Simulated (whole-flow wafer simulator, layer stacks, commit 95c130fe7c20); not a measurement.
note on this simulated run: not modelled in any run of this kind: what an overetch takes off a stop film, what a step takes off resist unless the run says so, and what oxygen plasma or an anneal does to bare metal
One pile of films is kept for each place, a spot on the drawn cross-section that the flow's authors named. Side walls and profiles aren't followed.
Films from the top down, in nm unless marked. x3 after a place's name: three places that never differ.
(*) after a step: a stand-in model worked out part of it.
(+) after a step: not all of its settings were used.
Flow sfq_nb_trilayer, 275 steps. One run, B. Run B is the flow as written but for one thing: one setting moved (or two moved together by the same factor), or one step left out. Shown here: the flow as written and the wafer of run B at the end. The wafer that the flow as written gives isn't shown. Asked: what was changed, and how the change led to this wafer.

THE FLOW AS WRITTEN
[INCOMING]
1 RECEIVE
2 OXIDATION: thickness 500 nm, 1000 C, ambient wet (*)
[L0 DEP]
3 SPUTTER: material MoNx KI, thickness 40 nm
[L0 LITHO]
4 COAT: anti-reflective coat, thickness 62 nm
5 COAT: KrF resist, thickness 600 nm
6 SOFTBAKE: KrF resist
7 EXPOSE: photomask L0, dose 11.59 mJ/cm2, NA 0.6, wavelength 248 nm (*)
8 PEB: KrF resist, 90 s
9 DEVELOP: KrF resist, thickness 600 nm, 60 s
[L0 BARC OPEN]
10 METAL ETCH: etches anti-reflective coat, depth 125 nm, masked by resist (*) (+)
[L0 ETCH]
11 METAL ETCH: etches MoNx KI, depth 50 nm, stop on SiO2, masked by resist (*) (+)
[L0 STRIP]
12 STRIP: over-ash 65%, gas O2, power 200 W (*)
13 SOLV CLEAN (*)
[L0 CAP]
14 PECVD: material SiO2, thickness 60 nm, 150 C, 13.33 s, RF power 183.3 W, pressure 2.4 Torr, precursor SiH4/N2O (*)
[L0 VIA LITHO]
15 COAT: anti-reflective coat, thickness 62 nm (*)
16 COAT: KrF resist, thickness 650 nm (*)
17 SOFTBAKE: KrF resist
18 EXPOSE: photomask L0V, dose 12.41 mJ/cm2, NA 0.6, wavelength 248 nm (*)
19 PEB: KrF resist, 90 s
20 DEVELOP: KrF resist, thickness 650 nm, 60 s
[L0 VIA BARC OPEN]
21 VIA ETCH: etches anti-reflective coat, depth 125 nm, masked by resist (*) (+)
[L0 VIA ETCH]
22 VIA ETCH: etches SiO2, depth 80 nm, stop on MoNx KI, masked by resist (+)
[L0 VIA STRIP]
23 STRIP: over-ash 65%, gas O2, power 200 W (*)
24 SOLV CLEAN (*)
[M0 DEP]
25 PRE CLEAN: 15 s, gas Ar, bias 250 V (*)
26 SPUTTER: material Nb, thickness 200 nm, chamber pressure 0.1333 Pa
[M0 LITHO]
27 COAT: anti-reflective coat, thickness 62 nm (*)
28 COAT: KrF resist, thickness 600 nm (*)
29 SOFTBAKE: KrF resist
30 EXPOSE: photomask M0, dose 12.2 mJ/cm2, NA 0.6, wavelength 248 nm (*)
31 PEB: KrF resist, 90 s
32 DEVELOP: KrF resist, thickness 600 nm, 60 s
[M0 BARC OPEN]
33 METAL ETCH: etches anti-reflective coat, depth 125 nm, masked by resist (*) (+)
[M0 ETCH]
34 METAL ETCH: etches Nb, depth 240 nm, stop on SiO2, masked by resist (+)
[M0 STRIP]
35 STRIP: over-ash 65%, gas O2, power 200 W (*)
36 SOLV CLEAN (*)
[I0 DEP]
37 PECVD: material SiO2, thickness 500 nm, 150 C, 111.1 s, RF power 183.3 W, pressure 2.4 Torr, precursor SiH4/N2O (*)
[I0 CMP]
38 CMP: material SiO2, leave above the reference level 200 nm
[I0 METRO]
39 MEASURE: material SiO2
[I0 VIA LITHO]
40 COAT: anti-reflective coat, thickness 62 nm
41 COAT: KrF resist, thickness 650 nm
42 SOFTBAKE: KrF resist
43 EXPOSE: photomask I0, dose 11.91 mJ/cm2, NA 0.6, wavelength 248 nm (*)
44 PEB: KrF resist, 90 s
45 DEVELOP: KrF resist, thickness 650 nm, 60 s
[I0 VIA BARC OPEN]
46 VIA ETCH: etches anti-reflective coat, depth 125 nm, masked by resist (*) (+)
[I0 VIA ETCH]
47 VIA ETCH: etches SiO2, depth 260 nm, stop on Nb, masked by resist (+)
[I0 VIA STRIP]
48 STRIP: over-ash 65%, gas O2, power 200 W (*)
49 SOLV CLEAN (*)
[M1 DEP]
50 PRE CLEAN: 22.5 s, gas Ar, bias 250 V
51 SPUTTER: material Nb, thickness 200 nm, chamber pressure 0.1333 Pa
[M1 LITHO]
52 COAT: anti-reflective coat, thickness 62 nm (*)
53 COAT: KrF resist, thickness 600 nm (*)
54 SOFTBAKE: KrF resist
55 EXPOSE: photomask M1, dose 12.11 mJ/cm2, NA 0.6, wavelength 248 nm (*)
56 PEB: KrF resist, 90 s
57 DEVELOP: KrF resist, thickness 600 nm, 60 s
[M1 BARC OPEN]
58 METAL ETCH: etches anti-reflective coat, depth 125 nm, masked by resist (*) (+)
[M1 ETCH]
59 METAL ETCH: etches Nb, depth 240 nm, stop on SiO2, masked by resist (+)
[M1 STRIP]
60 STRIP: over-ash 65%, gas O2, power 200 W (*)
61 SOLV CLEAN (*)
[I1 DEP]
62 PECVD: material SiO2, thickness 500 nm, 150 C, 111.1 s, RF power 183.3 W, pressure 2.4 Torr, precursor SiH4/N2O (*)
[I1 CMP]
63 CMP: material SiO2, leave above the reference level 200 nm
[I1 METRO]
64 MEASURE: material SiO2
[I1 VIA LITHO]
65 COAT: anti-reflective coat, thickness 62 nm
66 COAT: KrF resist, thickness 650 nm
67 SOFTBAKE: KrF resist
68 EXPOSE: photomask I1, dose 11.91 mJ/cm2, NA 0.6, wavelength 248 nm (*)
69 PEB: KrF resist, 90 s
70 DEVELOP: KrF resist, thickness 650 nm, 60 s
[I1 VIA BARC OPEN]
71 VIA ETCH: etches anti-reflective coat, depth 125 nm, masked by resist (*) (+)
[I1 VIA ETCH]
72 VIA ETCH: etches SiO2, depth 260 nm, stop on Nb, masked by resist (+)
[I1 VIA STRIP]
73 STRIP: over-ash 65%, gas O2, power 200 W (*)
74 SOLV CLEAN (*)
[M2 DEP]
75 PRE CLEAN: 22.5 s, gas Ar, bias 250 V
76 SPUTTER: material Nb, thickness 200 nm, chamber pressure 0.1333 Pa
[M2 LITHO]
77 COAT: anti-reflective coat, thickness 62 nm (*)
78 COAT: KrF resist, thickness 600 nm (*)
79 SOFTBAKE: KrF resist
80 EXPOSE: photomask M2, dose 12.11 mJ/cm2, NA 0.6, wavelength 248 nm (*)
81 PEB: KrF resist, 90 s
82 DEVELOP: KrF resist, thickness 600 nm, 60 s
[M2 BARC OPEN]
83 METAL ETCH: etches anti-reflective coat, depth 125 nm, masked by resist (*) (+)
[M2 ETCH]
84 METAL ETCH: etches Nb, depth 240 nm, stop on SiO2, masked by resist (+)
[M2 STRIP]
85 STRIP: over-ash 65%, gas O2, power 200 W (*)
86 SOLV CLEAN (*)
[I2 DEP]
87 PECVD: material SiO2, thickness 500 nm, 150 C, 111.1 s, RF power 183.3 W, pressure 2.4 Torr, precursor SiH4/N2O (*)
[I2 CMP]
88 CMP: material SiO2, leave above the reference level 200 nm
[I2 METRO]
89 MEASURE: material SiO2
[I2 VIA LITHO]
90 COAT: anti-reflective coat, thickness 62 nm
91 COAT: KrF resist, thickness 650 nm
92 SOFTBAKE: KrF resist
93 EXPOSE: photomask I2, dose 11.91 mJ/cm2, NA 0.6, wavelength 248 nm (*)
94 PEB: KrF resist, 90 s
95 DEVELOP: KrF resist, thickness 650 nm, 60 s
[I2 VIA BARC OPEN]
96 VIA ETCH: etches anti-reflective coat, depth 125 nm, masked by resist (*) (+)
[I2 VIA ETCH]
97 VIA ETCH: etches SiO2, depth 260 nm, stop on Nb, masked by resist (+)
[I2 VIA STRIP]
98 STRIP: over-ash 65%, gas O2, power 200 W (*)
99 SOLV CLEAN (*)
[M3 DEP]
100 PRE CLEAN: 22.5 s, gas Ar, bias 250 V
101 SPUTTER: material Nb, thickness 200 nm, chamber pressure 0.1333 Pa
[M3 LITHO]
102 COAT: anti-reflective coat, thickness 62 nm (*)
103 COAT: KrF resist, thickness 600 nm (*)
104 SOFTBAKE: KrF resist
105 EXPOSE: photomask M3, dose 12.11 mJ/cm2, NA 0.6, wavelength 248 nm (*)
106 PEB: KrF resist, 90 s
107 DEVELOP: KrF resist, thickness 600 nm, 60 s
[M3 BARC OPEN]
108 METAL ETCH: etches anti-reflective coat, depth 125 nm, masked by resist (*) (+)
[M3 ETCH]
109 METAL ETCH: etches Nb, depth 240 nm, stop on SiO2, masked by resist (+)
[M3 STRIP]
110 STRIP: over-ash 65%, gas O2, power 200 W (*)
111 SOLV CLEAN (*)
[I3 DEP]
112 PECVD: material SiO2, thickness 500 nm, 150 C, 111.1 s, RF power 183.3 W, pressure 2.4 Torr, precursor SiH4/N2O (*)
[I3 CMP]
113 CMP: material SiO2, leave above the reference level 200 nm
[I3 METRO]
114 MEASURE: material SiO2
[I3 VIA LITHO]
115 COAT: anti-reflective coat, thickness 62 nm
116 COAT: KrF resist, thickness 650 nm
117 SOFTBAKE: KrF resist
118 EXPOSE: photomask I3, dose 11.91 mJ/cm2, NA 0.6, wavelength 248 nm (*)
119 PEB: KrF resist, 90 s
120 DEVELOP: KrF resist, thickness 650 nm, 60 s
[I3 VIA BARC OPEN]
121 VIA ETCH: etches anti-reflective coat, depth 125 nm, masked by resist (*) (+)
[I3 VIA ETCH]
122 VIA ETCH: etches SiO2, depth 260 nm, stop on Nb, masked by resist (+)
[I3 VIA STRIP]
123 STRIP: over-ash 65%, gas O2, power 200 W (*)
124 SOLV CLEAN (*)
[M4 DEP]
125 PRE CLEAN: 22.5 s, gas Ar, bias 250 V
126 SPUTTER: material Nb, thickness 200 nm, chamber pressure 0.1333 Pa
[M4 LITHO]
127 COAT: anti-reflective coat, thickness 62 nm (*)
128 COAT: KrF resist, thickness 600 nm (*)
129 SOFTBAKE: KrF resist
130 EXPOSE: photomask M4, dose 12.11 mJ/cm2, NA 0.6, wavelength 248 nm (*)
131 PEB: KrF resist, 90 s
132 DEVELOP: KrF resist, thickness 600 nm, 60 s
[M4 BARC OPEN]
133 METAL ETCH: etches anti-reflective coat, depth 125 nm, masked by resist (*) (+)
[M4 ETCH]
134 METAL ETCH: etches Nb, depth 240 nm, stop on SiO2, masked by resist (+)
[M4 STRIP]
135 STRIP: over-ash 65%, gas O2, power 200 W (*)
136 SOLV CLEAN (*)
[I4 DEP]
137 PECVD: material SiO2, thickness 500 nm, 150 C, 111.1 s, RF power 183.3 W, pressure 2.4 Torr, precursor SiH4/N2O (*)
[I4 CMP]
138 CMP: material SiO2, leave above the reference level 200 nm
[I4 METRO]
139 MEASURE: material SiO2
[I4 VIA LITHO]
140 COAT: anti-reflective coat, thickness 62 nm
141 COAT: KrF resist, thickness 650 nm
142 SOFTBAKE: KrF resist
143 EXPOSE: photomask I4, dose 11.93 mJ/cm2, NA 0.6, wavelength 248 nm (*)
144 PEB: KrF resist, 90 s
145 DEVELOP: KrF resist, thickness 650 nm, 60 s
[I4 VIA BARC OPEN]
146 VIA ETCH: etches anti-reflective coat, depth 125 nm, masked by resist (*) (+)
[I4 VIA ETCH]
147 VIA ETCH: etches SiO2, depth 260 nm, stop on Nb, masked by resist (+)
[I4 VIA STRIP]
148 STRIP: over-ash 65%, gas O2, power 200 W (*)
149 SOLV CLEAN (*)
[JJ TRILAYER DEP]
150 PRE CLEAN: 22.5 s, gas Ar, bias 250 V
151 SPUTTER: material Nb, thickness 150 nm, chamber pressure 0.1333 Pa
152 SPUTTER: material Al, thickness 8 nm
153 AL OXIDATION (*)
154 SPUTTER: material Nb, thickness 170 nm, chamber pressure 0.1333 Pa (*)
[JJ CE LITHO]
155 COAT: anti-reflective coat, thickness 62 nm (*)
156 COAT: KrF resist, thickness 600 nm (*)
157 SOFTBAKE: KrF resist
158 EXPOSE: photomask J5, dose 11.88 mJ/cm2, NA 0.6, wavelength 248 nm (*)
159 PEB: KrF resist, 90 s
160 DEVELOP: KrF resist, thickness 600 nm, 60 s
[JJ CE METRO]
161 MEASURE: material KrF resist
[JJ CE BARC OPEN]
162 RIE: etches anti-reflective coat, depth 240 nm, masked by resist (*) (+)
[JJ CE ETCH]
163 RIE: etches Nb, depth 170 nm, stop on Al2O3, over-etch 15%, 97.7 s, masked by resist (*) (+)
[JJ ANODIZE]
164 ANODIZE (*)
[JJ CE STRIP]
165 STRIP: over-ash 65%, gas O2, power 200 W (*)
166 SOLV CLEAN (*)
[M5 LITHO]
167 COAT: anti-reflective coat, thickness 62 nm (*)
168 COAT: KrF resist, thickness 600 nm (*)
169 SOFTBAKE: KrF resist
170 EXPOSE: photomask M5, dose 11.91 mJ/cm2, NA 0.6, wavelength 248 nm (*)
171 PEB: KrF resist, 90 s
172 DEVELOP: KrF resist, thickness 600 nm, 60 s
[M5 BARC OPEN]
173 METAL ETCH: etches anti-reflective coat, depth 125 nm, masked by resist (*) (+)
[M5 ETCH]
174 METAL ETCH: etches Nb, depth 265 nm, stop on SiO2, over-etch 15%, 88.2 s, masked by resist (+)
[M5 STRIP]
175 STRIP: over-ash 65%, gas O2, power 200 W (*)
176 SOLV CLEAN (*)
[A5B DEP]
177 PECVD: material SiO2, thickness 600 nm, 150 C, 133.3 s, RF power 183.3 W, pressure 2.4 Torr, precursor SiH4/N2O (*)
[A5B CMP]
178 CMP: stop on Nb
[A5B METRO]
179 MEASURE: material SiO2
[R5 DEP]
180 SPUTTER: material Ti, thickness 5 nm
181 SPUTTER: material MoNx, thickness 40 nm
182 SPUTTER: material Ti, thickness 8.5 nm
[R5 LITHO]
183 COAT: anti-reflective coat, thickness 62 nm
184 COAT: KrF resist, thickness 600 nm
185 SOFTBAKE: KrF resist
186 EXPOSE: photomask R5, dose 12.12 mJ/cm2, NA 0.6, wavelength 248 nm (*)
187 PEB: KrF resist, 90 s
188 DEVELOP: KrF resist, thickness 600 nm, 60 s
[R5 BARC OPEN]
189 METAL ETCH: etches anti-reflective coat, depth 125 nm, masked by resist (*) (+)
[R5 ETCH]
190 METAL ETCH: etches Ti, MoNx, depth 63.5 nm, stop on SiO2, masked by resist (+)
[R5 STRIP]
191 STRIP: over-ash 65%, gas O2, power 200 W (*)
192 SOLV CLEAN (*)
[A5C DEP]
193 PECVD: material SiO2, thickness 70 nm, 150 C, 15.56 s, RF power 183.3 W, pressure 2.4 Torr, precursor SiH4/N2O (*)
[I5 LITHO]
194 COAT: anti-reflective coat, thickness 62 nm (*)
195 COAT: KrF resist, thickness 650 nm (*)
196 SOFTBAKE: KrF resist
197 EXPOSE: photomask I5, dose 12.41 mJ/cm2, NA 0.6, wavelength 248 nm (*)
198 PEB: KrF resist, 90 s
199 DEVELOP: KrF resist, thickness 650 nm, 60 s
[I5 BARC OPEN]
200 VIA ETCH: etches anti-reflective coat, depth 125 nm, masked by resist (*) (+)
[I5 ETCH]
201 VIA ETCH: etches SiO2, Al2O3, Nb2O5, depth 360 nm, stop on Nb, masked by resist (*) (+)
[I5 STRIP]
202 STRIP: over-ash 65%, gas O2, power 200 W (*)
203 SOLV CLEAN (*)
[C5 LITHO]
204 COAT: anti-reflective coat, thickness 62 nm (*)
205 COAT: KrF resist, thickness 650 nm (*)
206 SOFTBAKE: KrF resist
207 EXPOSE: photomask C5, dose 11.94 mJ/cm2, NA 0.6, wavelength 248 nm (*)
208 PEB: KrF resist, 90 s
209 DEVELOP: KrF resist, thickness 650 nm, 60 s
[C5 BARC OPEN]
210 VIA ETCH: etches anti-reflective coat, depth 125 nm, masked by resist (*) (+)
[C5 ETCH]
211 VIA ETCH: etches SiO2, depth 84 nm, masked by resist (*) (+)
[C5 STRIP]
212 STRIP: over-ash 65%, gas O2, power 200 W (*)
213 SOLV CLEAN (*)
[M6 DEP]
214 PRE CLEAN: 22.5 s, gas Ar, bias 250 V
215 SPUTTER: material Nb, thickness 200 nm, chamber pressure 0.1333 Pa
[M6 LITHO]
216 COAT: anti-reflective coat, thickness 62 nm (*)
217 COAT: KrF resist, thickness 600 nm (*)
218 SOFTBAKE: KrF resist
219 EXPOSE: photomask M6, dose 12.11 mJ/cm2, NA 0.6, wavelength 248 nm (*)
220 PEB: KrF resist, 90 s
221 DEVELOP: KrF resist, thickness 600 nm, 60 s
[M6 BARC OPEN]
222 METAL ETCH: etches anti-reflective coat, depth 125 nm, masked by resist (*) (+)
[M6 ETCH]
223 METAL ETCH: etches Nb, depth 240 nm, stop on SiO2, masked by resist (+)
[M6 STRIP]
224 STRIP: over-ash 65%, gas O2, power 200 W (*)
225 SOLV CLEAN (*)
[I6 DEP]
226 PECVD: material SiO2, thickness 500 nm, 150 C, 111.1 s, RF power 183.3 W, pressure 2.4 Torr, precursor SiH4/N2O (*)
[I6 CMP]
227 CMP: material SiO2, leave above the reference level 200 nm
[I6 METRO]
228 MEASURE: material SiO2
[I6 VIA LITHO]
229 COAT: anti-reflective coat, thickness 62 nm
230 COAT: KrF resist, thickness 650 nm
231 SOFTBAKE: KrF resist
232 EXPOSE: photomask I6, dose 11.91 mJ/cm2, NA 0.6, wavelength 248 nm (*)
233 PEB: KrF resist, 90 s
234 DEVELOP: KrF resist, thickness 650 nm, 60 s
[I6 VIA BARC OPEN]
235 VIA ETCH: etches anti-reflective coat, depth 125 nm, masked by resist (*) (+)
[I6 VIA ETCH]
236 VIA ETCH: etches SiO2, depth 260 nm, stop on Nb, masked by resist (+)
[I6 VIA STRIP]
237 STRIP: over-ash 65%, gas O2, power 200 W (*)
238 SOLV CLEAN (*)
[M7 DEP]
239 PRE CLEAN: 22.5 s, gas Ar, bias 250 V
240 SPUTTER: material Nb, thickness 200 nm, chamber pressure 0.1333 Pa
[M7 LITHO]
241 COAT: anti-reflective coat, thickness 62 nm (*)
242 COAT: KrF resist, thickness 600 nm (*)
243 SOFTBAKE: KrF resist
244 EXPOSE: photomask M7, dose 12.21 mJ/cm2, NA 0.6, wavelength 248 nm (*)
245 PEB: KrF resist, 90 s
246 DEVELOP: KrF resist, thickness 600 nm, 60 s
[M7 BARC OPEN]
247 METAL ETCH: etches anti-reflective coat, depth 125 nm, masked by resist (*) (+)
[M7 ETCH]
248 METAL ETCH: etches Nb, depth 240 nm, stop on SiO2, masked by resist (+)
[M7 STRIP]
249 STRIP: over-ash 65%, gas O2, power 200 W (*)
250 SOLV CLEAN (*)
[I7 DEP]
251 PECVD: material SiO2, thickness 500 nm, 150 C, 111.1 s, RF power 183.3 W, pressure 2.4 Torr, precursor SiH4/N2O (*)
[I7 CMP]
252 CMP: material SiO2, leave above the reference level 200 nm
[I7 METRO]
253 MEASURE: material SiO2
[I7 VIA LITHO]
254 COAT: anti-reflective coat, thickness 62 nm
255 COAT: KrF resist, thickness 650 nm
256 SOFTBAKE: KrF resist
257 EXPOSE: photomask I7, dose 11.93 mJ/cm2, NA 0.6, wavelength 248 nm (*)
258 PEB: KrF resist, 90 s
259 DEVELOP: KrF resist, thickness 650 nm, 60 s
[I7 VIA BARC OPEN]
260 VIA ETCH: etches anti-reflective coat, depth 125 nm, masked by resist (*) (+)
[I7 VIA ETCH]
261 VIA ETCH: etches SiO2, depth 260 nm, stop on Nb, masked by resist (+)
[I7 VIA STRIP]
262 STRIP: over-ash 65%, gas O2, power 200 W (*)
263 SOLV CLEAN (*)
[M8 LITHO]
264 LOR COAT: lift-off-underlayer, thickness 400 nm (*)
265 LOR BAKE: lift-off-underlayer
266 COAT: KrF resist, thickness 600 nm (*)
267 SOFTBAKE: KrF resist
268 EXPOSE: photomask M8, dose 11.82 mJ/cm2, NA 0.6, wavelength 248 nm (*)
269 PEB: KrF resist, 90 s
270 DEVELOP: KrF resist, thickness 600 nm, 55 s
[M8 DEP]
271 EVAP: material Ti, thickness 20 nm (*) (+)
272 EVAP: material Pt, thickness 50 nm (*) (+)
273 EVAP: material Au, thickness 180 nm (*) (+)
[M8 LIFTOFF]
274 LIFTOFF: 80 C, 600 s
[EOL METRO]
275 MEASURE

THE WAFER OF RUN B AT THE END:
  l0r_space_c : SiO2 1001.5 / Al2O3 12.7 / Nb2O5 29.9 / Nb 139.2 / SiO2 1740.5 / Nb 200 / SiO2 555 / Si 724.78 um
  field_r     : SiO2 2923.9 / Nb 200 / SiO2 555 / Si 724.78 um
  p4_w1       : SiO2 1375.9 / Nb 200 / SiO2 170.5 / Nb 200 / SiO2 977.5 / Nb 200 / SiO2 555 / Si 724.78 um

The cause: step 113, CMP: leave above the reference level 178 nm was run, where the flow has leave above the reference level 200 nm.

How the change led to this, step by step:
  113 CMP: material SiO2, leave above the reference level 200 nm
      field_l, be, be_sur and 64 more: SiO2 -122 (as written it would be: SiO2 -100)
      v_sur, via_wl, via_wr and 27 more: SiO2 -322 (as written it would be: SiO2 -300)
      (and at 9 more places)
  122 VIA ETCH: etches SiO2, depth 260 nm, stop on Nb, masked by resist (+)
      via_v: SiO2 -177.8 (all of it) (as written it would be: SiO2 -199.8 (all of it))
  126 SPUTTER: material Nb, thickness 200 nm, chamber pressure 0.1333 Pa
      via_v: Nb +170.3 (as written it would be: Nb +165.5)
  127 COAT: anti-reflective coat, thickness 62 nm (*)
      via_v: anti-reflective coat +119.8 (new film) (as written it would be: anti-reflective coat +124.8 (new film))
  128 COAT: KrF resist, thickness 600 nm (*)
      via_v: KrF resist +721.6 (new film) (as written it would be: KrF resist +739.8 (new film))
  135 STRIP: over-ash 65%, gas O2, power 200 W (*)
      via_v: KrF resist -503.7 (all of it), anti-reflective coat -119.8 (all of it) (as written it would be: KrF resist -521.8 (all of it), anti-reflective coat -124.8 (all of it))
  137 PECVD: material SiO2, thickness 500 nm, 150 C, 111.1 s, RF power 183.3 W, pressure 2.4 Torr, precursor SiH4/N2O (*)
      via_v: SiO2 +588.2 (new film) (as written it would be: SiO2 +615 (new film))
